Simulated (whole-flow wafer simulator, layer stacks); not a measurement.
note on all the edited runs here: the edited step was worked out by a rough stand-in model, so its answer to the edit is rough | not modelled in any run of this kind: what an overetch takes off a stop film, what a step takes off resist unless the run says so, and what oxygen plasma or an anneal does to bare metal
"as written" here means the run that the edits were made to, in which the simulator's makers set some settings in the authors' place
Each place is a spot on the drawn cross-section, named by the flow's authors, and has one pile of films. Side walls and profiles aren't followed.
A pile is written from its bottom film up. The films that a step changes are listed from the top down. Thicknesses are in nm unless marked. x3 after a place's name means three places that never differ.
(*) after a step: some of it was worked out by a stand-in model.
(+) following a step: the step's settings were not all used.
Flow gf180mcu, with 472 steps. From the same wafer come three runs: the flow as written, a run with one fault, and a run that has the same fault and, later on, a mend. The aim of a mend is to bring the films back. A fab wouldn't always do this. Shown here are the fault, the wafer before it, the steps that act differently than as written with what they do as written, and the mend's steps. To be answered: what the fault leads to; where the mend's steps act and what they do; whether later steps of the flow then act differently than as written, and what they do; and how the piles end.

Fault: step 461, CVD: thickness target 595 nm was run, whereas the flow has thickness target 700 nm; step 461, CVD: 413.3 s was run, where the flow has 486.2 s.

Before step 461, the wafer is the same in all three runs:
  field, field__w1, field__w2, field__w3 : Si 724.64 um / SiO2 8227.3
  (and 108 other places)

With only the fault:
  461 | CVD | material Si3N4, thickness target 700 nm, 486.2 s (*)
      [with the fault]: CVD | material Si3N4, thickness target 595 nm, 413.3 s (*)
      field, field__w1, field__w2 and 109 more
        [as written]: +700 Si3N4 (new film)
        [with the fault]: +595 Si3N4 (new film)
  Steps later in the flow that act otherwise than as written (4 more steps, not shown, differ only slightly: by at most 2% or 0.5 nm, whichever is larger):
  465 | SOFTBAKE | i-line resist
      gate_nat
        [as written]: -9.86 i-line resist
        [with the fault]: -9.32 i-line resist
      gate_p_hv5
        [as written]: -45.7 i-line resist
        [with the fault]: -44.6 i-line resist
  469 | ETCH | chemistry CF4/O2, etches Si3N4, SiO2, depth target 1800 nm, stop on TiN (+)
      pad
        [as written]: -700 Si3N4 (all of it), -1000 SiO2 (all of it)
        [with the fault]: -595 Si3N4 (all of it), -1000 SiO2 (all of it)
  The piles end different from the flow's at field, field__w1, field__w2 and 108 more by more than 2% or 0.5 nm, whichever is larger.
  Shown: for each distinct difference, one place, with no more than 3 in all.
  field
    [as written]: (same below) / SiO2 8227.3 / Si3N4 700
    [with the fault]: (same below) / SiO2 8227.3 / Si3N4 595
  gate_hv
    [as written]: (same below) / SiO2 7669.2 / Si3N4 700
    [with the fault]: (same below) / SiO2 7669.2 / Si3N4 595
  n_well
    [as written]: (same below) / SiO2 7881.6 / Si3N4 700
    [with the fault]: (same below) / SiO2 7881.6 / Si3N4 595

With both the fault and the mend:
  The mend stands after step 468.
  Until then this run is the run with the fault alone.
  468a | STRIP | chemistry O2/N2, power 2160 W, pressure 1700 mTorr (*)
      iso_ptap_pw, iso_ntap_nw, iso_nw_fld and 33 more
        -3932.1 i-line resist (all of it)
      p_well, sti, spacer, sd_n, mim_1p0, dice_street
        -3938.2 i-line resist (all of it)
      field__w2, field__w3, field__w6
        -3986 i-line resist (all of it)
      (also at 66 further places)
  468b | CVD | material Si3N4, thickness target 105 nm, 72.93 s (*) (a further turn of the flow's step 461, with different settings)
      field, field__w1, field__w2 and 109 more
        +105.1 Si3N4
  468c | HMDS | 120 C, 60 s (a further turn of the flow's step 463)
      leaves every film unchanged at each place that is followed
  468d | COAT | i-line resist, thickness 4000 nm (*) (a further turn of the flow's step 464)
      iso_ptap_pw, iso_ntap_nw, iso_nw_fld and 33 more
        +4000 i-line resist (new film)
      p_well, sti, spacer, sd_n, mim_1p0, dice_street
        +4006.3 i-line resist (new film)
      field__w5, field__w9, field__w11, gate_p_hv, nplus_u
        +4017 i-line resist (new film)
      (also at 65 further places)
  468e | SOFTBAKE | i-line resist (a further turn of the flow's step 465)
      field__w2, field_sub__w3, field_sub__w4
        +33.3 i-line resist
      field__w11, field__w13, ppoly_u
        +37.5 i-line resist
      field__w6, field_sub
        +32.7 i-line resist
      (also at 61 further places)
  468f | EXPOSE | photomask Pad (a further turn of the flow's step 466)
      leaves every film unchanged at each place that is followed
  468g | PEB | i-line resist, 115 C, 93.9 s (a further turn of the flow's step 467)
      iso_ptap_pw, iso_ntap_nw, iso_nw_fld and 33 more
        -67.9 i-line resist
      field, field__w2, field__w3 and 25 more
        -68.8 i-line resist
      field_sub, field_sub__w1, field_sub__w2 and 23 more
        -68.7 i-line resist
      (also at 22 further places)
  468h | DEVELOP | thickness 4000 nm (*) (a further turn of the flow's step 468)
      field__w12, field_sub__w1, field_sub__w3 and 21 more
        -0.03 i-line resist
      pad
        -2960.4 i-line resist (all of it)
  Later steps of the flow that are run all act as written at every place that is followed, up to a difference of at most 2% or 0.5 nm, whichever is larger.
  When the end is reached, the piles differ only a little from the flow's at the places that both follow, at most by 2% or 0.5 nm, whichever is larger.
